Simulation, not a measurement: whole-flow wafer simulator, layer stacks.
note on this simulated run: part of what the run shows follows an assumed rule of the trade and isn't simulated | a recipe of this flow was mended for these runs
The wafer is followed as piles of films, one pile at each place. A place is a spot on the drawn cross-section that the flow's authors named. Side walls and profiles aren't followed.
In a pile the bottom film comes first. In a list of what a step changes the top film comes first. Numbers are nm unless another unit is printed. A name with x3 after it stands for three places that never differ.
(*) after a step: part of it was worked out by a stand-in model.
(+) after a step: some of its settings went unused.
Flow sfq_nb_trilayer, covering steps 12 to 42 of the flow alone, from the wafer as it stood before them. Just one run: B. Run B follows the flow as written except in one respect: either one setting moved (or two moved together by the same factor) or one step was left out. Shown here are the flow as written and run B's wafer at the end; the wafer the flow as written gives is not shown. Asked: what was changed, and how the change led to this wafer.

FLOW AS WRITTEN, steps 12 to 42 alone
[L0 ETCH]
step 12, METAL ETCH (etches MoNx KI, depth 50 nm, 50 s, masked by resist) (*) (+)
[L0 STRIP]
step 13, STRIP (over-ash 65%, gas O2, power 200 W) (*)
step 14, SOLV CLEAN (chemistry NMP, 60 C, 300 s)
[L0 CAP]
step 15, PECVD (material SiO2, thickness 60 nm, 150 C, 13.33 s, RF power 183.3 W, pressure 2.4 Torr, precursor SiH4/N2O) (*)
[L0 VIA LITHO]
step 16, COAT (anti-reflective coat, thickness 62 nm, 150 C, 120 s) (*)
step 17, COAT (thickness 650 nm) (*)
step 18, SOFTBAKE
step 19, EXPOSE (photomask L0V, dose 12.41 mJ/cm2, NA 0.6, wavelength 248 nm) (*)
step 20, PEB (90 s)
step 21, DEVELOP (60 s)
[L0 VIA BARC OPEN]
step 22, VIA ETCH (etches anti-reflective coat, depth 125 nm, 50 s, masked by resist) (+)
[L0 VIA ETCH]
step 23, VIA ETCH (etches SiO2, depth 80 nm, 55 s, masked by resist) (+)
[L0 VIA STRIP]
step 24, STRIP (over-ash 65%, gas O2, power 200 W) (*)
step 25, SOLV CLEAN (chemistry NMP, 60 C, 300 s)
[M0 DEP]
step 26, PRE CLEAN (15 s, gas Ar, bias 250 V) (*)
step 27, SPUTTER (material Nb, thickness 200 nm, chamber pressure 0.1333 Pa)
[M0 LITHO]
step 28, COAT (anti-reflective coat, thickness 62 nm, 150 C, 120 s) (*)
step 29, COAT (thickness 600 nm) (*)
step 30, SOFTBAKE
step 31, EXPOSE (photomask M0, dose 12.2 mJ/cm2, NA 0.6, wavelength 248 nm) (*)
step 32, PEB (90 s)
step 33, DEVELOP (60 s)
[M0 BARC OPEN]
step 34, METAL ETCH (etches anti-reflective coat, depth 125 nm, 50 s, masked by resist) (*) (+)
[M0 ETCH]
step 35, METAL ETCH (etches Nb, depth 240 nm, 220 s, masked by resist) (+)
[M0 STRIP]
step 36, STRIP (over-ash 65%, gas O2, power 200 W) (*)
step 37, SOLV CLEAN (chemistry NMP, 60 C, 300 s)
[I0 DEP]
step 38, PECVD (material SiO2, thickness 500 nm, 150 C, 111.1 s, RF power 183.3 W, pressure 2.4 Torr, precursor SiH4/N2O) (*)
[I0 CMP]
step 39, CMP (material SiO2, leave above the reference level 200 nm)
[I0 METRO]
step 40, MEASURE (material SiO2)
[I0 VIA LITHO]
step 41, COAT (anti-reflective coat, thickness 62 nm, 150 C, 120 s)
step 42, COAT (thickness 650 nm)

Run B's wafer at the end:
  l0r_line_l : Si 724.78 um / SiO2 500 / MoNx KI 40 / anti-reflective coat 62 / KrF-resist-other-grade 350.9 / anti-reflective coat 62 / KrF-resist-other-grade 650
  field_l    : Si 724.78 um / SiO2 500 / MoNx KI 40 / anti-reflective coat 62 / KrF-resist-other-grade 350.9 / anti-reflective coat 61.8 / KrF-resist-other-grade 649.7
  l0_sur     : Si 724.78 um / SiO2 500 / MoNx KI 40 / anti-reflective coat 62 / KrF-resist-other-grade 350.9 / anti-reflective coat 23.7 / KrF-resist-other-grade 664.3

Cause: step 13, STRIP: over-ash 65%, gas O2, power 200 W (*), was skipped.

The path from the change to this, step by step:
  step 16, COAT (anti-reflective coat, thickness 62 nm, 150 C, 120 s) (*)
      jj_sur, ce_l, c5j, ce_r, sp_r, be_r, r_sur: anti-reflective coat gains 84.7 (new film) (in the flow as written it would be: anti-reflective coat gains 63.8 (new film))
      gap, res: anti-reflective coat gains 84.5 (new film) (in the flow as written it would be: anti-reflective coat gains 63.8 (new film))
      (and at 24 other places as well)
  step 17, COAT (thickness 650 nm) (*)
      be, moat: KrF-resist-other-grade gains 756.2 (new film) (in the flow as written it would be: KrF-resist-other-grade gains 656.3 (new film))
      c5j, be_r: KrF-resist-other-grade gains 753.8 (new film) (in the flow as written it would be: KrF-resist-other-grade gains 656 (new film))
      (and at 29 other places as well)
  step 20, PEB (90 s)
      via_wl: KrF-resist-other-grade loses 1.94 (in the flow as written it would be: KrF-resist-other-grade loses 1.39)
      via_w: KrF-resist-other-grade loses 1.95 (in the flow as written it would be: KrF-resist-other-grade loses 1.4)
      (and at 2 other places as well)
  step 21, DEVELOP (60 s)
      l0v: KrF-resist-other-grade loses 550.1 (all of it) (in the flow as written it would be: KrF-resist-other-grade loses 637.4 (all of it))
  step 22, VIA ETCH (etches anti-reflective coat, depth 125 nm, 50 s, masked by resist) (+)
      l0v: anti-reflective coat loses 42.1 (all of it), SiO2 loses 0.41 (in the flow as written it would be: anti-reflective coat loses 57.9 (all of it), SiO2 loses 0.34)
  step 23, VIA ETCH (etches SiO2, depth 80 nm, 55 s, masked by resist) (+)
      l0v: SiO2 loses 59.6 (all of it), KrF-resist-other-grade loses 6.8 (in the flow as written it would be: SiO2 loses 59.7 (all of it), MoNx KI loses 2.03)
  step 24, STRIP (over-ash 65%, gas O2, power 200 W) (*)
      l0v: KrF-resist-other-grade loses 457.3 (all of it), anti-reflective coat loses 62 (all of it) (in the flow as written it would be: nothing)
      c5j, be_r: KrF-resist-other-grade loses 645.4 (all of it), anti-reflective coat loses 84.7 (all of it) (in the flow as written it would be: KrF-resist-other-grade loses 547.9 (all of it), anti-reflective coat loses 63.8 (all of it))
      (and at 30 other places as well)
  step 27, SPUTTER (material Nb, thickness 200 nm, chamber pressure 0.1333 Pa)
      v_sur: Nb gains 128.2 (new film) (in the flow as written it would be: Nb gains 200 (new film))
      via_wl: Nb gains 162.1 (new film) (in the flow as written it would be: Nb gains 200 (new film))
      (and at 4 other places as well)
  step 28, COAT (anti-reflective coat, thickness 62 nm, 150 C, 120 s) (*)
      ce_l, c5j, ce_r, be_r: anti-reflective coat gains 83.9 (new film) (in the flow as written it would be: anti-reflective coat gains 63.7 (new film))
      jj_sur, sp_r, r_sur: anti-reflective coat gains 83.8 (new film) (in the flow as written it would be: anti-reflective coat gains 63.7 (new film))
      (and at 26 other places as well)
  step 29, COAT (thickness 600 nm) (*)
      sp_r, be_r, r_sur: KrF-resist-other-grade gains 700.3 (new film) (in the flow as written it would be: KrF-resist-other-grade gains 605.8 (new film))
      ce_l, res: KrF-resist-other-grade gains 700.8 (new film) (in the flow as written it would be: KrF-resist-other-grade gains 605.9 (new film))
      (and at 28 other places as well)
  step 32, PEB (90 s)
      via_wl: KrF-resist-other-grade loses 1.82 (in the flow as written it would be: KrF-resist-other-grade loses 1.27)
      via_w: KrF-resist-other-grade loses 1.83 (in the flow as written it would be: KrF-resist-other-grade loses 1.27)
      (and at 3 other places as well)
  step 33, DEVELOP (60 s)
      moat: KrF-resist-other-grade loses 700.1 (all of it) (in the flow as written it would be: KrF-resist-other-grade loses 604.7 (all of it))
  step 34, METAL ETCH (etches anti-reflective coat, depth 125 nm, 50 s, masked by resist) (*) (+)
      moat: anti-reflective coat loses 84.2 (all of it) (in the flow as written it would be: anti-reflective coat loses 63.8 (all of it))
  step 36, STRIP (over-ash 65%, gas O2, power 200 W) (*)
      sp_r, r_sur: KrF-resist-other-grade loses 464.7 (all of it), anti-reflective coat loses 83.8 (all of it) (in the flow as written it would be: KrF-resist-other-grade loses 370.4 (all of it), anti-reflective coat loses 63.7 (all of it))
      field_l: KrF-resist-other-grade loses 241.6 (all of it), anti-reflective coat loses 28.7 (all of it) (in the flow as written it would be: KrF-resist-other-grade loses 357.4 (all of it), anti-reflective coat loses 50.5 (all of it))
      (and at 29 other places as well)
  step 38, PECVD (material SiO2, thickness 500 nm, 150 C, 111.1 s, RF power 183.3 W, pressure 2.4 Torr, precursor SiH4/N2O) (*)
      l0v: SiO2 gains 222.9 (new film), void gains 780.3 (new film), SiO2 gains 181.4 (new film) (in the flow as written it would be: SiO2 gains 500 (new film))
      moat: SiO2 gains 494.6 (in the flow as written it would be: SiO2 gains 561.1)
      (and at 1 other place as well)
  step 39, CMP (material SiO2, leave above the reference level 200 nm)
      field_l, l0_sur, l0r_line_l, l0r_line_c, l0r_line_r: SiO2 loses 500 (all of it), Nb loses 200 (all of it), SiO2 loses 55 (all of it), KrF-resist-other-grade loses 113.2 (in the flow as written it would be: SiO2 loses 342)
      l0v: SiO2 loses 222.9 (all of it), void loses 780.3 (all of it) (in the flow as written it would be: SiO2 loses 277.4)
      (and at 7 other places as well)
  ... and 1 more step ...
  step 42, COAT (thickness 650 nm)
      ln_m6: KrF-resist-other-grade gains 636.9 (new film) (in the flow as written it would be: KrF-resist-other-grade gains 650 (new film))
      l0_sur: KrF-resist-other-grade gains 664.3 (new film) (in the flow as written it would be: KrF-resist-other-grade gains 650 (new film))
      (and at 1 other place as well)
If metal films that touch count as one body, l0r_line_l has 1 body; the flow as written gives 2 bodies (between them, from the top down: SiO2 55).
If metal films that touch count as one body, field_l has 1 body; the flow as written gives 2 bodies (between them, from the top down: SiO2 55).
If metal films that touch count as one body, l0_sur has 1 body; the flow as written gives 2 bodies (between them, from the top down: SiO2 55).
